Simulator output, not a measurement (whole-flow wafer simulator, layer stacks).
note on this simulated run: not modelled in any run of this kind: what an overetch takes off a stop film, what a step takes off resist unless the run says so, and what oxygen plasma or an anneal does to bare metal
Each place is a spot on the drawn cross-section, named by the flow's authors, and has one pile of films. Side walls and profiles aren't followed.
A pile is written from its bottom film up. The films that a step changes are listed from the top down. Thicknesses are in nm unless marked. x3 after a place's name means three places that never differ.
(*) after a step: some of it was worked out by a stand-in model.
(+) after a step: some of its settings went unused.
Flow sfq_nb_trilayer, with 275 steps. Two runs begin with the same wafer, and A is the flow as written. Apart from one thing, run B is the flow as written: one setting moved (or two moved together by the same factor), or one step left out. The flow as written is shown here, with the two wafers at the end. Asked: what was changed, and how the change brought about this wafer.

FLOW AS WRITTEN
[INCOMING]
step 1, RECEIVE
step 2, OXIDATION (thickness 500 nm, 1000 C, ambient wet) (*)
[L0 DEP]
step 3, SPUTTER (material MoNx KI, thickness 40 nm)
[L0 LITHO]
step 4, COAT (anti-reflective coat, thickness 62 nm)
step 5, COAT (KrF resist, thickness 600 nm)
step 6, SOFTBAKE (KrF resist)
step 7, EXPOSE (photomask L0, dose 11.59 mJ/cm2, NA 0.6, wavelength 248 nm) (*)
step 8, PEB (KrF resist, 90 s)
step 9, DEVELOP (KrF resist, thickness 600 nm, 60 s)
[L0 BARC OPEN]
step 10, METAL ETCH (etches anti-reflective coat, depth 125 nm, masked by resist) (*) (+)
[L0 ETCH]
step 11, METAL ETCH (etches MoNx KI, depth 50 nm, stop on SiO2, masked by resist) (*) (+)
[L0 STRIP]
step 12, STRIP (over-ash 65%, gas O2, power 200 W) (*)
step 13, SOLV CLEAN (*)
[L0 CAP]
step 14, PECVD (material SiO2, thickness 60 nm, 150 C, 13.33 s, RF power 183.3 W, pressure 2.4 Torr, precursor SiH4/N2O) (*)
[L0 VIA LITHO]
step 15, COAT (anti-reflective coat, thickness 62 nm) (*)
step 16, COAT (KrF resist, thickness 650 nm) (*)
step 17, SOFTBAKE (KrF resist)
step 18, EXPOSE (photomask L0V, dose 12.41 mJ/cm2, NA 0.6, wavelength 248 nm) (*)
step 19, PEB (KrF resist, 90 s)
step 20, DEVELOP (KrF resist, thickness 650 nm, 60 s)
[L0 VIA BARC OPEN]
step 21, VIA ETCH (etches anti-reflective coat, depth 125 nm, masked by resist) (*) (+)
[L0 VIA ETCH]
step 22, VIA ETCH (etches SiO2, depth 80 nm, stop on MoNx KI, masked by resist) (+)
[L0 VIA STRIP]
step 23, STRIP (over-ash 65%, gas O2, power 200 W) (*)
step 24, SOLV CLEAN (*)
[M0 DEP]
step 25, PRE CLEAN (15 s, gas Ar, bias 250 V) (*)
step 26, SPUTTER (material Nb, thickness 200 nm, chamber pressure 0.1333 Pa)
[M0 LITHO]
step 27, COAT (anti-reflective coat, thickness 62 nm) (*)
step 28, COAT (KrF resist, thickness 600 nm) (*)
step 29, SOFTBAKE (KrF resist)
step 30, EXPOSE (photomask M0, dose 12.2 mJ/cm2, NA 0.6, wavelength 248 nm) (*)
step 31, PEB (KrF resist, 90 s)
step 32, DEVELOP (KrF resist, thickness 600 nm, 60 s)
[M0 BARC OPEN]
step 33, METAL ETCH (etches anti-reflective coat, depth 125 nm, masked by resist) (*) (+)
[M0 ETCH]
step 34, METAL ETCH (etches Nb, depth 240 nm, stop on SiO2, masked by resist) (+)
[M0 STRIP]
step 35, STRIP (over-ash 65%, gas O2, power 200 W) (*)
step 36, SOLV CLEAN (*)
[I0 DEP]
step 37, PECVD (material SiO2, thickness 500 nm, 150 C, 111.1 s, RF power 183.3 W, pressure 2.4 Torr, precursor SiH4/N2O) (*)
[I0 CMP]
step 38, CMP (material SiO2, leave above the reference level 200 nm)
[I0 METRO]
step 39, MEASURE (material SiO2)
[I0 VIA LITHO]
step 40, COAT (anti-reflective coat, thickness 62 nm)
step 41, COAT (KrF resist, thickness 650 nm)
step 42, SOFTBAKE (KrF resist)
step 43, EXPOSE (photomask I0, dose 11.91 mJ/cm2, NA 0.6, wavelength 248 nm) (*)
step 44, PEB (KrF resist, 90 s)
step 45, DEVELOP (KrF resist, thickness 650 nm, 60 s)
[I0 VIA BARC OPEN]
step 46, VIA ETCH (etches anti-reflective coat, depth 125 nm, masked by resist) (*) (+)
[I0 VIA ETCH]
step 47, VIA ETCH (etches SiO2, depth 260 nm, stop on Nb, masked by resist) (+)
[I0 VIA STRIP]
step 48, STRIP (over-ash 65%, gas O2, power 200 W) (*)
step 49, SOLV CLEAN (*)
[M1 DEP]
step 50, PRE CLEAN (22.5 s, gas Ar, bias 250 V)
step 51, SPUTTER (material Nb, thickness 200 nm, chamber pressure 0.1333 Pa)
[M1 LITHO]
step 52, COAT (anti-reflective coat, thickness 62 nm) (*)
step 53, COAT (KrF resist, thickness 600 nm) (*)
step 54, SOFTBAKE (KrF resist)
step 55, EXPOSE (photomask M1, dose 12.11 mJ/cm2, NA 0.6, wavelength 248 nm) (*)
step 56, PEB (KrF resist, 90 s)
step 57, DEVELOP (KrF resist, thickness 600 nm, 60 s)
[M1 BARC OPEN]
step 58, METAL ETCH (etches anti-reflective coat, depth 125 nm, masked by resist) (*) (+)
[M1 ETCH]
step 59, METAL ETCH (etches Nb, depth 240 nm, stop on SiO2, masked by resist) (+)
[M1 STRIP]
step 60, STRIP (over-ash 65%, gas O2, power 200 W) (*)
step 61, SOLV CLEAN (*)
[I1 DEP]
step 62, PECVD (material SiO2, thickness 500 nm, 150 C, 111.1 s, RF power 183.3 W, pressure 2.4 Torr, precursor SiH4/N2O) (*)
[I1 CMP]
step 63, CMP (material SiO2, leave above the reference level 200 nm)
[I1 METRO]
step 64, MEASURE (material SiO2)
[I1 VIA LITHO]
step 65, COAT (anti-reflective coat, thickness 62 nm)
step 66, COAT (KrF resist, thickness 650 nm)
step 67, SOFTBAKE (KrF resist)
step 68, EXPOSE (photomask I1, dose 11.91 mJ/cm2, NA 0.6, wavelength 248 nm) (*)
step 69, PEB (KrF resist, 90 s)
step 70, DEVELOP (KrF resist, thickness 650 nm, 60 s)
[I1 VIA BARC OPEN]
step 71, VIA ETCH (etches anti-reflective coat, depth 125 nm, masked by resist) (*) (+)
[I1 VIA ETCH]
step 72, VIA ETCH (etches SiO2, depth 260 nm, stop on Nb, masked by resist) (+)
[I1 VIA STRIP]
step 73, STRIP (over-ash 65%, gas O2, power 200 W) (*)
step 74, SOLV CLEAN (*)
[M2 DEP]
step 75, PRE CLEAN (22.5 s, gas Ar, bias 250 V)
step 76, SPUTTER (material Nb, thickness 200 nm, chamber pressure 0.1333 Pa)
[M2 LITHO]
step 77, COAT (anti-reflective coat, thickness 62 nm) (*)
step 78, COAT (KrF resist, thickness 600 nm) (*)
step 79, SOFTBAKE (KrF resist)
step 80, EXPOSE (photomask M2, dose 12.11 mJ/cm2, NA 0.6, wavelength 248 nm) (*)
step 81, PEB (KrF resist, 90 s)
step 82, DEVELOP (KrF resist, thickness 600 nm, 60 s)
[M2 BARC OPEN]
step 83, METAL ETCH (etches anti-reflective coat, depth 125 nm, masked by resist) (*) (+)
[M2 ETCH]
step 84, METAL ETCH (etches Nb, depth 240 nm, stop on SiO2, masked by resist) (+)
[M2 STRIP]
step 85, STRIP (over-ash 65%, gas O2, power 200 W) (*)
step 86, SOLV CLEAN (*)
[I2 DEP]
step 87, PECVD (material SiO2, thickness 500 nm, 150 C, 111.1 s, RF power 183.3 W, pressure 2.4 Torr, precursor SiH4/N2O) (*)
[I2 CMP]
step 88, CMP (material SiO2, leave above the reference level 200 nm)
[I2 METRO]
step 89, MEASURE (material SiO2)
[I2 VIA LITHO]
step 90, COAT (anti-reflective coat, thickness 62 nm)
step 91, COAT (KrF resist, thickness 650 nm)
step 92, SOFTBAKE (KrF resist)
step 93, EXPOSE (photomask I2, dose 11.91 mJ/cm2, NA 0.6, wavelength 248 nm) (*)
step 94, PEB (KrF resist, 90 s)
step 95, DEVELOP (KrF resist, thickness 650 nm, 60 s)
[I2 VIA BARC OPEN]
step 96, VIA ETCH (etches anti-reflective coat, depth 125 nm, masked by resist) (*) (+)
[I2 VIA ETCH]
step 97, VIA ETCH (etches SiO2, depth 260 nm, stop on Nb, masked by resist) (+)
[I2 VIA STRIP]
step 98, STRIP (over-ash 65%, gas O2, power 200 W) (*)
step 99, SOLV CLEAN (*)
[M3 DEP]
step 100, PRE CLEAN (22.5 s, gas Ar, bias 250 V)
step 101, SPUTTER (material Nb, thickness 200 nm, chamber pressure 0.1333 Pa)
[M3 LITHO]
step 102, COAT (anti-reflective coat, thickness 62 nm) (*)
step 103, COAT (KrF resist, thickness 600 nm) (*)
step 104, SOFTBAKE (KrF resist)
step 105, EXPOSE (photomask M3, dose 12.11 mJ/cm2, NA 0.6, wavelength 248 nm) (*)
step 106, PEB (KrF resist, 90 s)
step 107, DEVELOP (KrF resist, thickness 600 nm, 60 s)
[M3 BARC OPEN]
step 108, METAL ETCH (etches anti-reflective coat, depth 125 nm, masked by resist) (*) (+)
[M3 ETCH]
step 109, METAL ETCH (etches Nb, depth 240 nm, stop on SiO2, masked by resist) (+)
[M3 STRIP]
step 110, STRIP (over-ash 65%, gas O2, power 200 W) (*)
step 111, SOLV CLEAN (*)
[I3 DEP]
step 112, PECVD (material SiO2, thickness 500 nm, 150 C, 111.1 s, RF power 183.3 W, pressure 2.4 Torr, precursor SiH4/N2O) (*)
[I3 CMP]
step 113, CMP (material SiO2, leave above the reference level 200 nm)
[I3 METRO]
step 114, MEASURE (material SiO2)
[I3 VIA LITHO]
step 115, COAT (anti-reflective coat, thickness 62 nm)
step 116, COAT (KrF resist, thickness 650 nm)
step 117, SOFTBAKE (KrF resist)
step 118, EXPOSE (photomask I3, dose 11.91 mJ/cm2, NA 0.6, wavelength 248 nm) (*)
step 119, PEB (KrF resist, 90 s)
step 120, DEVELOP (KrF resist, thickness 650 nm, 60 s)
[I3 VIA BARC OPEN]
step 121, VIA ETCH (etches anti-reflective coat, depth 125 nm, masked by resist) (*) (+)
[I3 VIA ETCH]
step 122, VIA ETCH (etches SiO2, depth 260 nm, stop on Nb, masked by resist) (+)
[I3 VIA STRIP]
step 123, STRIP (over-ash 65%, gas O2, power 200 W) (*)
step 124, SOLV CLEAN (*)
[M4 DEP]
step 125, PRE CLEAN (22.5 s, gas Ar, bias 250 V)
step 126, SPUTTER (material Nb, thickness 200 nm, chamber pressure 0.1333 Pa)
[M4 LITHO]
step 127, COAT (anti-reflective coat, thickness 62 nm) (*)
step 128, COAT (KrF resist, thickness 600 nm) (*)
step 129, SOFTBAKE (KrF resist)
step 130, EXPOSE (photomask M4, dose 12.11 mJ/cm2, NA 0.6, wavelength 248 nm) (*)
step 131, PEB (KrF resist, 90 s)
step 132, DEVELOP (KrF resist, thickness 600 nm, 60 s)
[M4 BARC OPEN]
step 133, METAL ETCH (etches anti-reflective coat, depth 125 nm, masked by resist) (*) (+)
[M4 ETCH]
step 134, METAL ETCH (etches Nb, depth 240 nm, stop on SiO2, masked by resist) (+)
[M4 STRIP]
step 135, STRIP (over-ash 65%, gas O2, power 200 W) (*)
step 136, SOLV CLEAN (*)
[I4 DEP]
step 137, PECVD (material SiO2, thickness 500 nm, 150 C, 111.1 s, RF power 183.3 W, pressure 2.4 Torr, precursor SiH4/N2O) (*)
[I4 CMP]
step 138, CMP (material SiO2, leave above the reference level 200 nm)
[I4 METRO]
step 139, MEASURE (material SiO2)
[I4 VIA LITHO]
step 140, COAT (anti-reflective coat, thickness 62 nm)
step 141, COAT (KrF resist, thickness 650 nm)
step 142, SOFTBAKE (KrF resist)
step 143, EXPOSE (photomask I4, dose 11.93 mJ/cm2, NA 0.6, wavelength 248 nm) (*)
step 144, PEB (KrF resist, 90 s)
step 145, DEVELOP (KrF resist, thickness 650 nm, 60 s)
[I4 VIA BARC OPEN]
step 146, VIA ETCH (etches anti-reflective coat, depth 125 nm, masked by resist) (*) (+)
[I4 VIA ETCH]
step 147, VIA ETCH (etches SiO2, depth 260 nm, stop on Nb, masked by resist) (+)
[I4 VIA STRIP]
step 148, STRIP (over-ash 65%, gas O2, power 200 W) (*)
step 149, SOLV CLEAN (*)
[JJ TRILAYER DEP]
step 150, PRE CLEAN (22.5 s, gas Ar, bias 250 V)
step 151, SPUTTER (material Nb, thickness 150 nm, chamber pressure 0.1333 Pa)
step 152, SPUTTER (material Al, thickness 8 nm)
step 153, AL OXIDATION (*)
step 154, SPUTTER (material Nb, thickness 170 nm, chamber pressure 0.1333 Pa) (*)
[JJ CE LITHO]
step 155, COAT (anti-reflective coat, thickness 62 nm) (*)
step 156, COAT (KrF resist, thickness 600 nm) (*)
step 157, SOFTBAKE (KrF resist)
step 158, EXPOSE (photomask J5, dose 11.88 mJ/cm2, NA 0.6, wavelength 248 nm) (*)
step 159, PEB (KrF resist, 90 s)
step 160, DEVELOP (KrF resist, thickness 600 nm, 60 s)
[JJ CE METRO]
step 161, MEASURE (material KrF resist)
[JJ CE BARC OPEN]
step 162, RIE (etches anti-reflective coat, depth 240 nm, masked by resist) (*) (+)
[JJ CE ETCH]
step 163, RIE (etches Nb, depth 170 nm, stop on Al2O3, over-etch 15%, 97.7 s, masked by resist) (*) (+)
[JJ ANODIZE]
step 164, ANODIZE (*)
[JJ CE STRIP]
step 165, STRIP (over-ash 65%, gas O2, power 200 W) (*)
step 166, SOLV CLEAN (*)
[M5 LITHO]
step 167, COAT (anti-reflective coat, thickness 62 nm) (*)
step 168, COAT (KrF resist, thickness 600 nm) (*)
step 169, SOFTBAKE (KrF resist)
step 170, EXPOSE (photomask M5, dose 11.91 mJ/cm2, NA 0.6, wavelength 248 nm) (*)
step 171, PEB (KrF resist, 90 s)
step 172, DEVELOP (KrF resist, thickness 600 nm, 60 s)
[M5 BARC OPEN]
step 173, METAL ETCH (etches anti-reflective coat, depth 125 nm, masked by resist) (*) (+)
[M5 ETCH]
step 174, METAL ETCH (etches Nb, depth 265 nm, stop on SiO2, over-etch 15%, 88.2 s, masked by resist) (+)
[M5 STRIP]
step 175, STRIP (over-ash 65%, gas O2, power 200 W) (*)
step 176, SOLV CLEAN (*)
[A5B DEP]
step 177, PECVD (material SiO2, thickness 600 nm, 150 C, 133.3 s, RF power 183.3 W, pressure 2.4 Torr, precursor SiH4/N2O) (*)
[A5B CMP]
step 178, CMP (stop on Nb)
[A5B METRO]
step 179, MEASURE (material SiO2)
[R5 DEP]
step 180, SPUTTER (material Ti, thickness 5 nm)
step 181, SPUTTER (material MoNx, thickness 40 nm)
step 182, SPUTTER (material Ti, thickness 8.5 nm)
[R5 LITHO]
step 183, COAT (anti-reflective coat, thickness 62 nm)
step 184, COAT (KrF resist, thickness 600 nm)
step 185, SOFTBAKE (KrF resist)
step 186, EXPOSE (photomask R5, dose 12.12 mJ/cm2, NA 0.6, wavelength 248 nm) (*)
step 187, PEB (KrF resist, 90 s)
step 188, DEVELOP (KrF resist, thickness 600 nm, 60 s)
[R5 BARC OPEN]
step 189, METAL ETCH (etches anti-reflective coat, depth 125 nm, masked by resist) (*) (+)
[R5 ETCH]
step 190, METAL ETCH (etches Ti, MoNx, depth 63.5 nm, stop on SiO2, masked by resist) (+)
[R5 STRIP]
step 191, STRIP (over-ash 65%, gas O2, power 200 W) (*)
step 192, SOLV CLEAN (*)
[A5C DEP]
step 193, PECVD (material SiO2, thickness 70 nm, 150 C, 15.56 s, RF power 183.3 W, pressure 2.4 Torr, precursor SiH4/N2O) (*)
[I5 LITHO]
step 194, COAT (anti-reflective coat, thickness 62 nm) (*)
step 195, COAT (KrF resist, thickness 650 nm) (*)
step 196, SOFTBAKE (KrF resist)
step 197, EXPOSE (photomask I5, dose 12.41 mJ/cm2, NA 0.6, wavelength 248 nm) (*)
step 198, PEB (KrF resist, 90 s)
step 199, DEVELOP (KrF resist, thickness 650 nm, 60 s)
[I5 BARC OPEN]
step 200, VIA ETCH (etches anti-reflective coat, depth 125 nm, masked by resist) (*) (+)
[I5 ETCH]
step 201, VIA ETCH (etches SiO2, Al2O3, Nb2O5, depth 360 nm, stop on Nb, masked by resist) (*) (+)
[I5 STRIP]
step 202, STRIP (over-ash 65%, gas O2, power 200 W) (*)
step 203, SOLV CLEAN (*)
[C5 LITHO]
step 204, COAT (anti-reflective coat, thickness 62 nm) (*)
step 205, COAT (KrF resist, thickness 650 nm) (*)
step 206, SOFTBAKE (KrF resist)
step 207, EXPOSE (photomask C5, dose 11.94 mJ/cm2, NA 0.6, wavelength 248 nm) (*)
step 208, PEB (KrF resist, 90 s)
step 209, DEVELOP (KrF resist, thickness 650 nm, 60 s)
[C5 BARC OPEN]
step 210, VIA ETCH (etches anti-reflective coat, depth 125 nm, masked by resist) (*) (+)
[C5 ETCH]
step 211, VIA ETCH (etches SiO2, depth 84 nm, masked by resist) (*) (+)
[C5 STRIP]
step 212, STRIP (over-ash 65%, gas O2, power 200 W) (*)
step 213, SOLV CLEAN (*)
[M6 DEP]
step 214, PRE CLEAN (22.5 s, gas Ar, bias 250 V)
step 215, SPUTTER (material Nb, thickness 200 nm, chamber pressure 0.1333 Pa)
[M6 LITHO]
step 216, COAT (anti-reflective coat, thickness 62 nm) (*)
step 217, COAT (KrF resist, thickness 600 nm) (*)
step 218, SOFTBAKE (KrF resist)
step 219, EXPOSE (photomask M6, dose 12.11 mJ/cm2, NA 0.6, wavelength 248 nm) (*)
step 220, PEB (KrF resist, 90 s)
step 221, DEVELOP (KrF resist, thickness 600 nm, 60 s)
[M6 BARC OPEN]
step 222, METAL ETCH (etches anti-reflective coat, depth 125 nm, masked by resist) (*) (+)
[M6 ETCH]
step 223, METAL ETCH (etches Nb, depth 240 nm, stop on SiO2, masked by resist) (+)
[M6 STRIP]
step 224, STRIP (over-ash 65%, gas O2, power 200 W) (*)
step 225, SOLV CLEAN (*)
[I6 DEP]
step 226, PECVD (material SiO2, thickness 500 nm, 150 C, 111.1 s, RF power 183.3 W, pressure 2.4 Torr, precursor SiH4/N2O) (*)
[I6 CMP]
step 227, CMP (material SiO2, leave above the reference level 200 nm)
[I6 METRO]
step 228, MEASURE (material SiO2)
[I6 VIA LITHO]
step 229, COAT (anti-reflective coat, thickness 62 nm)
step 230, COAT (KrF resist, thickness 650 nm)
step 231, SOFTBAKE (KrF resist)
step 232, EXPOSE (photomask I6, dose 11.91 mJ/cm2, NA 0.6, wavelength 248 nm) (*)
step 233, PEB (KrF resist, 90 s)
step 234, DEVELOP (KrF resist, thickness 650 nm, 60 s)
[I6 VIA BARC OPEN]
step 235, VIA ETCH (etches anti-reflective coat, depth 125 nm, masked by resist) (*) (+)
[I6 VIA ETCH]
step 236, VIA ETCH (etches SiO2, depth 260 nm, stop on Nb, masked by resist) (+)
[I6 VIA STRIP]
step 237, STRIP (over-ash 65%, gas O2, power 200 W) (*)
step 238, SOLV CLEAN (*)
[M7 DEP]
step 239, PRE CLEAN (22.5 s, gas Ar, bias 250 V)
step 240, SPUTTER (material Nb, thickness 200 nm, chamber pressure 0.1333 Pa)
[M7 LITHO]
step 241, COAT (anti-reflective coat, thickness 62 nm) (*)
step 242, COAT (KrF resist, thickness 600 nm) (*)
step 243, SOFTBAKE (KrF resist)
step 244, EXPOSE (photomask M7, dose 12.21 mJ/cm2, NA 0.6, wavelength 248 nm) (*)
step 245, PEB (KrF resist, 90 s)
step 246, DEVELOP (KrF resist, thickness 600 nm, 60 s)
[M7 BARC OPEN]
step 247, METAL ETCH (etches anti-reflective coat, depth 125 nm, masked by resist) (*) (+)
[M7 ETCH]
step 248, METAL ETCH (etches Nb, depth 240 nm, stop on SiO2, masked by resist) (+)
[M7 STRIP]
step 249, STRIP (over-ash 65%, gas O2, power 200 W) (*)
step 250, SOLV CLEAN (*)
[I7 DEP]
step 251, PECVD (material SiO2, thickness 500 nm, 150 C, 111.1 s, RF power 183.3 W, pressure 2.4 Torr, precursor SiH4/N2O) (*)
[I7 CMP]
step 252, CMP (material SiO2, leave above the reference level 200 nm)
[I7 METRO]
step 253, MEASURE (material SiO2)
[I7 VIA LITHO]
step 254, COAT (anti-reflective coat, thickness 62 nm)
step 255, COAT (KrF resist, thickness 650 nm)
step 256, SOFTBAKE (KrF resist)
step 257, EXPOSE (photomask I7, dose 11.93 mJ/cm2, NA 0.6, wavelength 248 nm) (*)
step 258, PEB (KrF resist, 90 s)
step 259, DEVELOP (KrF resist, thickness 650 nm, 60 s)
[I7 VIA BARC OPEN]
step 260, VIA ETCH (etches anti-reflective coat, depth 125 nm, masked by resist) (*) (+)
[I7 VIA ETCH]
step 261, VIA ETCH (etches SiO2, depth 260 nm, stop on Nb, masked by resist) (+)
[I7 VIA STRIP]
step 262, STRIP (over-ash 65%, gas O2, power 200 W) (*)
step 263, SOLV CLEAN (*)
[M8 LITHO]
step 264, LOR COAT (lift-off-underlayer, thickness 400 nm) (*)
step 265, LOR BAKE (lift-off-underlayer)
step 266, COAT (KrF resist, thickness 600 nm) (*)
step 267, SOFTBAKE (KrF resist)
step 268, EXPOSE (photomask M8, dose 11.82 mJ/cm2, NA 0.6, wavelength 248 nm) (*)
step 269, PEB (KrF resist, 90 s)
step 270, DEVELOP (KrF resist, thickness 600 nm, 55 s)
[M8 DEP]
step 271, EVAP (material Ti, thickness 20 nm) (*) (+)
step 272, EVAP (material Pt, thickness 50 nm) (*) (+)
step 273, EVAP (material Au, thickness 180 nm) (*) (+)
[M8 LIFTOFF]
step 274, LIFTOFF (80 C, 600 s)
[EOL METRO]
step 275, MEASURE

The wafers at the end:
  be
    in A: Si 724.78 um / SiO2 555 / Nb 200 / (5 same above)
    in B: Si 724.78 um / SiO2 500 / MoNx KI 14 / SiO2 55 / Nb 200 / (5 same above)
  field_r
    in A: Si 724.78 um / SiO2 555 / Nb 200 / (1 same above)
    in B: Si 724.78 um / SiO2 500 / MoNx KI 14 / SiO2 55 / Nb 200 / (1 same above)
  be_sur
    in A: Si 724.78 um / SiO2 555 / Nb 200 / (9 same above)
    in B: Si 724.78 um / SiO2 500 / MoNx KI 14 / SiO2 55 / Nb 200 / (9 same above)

What caused this: step 3, SPUTTER: thickness 64 nm was run, though the flow has thickness 40 nm.

The path from the change to this, step by step:
  step 3, SPUTTER (material MoNx KI, thickness 40 nm)
      field_l, v_sur, via_wl and 103 more: A +40 MoNx KI (new film) | B +64 MoNx KI (new film)
  step 11, METAL ETCH (etches MoNx KI, depth 50 nm, stop on SiO2, masked by resist) (*) (+)
      v_sur, via_wl, via_w and 97 more: A -40 MoNx KI (all of it) | B -50 MoNx KI
  step 14, PECVD (material SiO2, thickness 60 nm, 150 C, 13.33 s, RF power 183.3 W, pressure 2.4 Torr, precursor SiH4/N2O) (*)
      v_sur, via_wl, via_w and 97 more: A +60 SiO2 | B +60 SiO2 (new film)
  step 15, COAT (anti-reflective coat, thickness 62 nm) (*)
      field_l: A +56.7 anti-reflective coat (new film) | B +55.5 anti-reflective coat (new film)
      v_sur: A +72.2 anti-reflective coat (new film) | B +74.9 anti-reflective coat (new film)
      (and at 2 other places as well)
  step 23, STRIP (over-ash 65%, gas O2, power 200 W) (*)
      field_l: A -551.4 KrF resist (all of it), -56.7 anti-reflective coat (all of it) | B -549.3 KrF resist (all of it), -55.5 anti-reflective coat (all of it)
      v_sur: A -570.5 KrF resist (all of it), -72.2 anti-reflective coat (all of it) | B -573.1 KrF resist (all of it), -74.9 anti-reflective coat (all of it)
      (and at 2 other places as well)
  step 27, COAT (anti-reflective coat, thickness 62 nm) (*)
      v_sur: A +72.3 anti-reflective coat (new film) | B +75.1 anti-reflective coat (new film)
      l0_sur: A +47.5 anti-reflective coat (new film) | B +46.5 anti-reflective coat (new film)
      (and at 1 other place as well)
  step 35, STRIP (over-ash 65%, gas O2, power 200 W) (*)
      v_sur: A -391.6 KrF resist (all of it), -72.3 anti-reflective coat (all of it) | B -393.9 KrF resist (all of it), -75.1 anti-reflective coat (all of it)
      l0_sur: A -372 KrF resist (all of it), -47.5 anti-reflective coat (all of it) | B -369.2 KrF resist (all of it), -46.5 anti-reflective coat (all of it)
      (and at 1 other place as well)
  step 38, CMP (material SiO2, leave above the reference level 200 nm)
      field_l, l0_sur, l0r_line_l, l0r_line_c, l0r_line_r: A -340 SiO2 | B -350 SiO2
      l0v: A -277.8 SiO2 | B -287.8 SiO2
Taking metal films that touch as one body, be has 4 bodies (between them, from the top down: SiO2 503.2; SiO2 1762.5; SiO2 55); the flow as written gives 3 bodies (between them, from the top down: SiO2 503.2; SiO2 1762.5).
Taking metal films that touch as one body, field_r has 2 bodies (between them, from the top down: SiO2 55); the flow as written gives 1 body.
Taking metal films that touch as one body, be_sur has 5 bodies (between them, from the top down: SiO2 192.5; SiO2 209 / Al2O3 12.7 / Nb2O5 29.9; SiO2 1762.5; SiO2 55); the flow as written gives 4 bodies (between them, from the top down: SiO2 192.5; SiO2 209 / Al2O3 12.7 / Nb2O5 29.9; SiO2 1762.5).
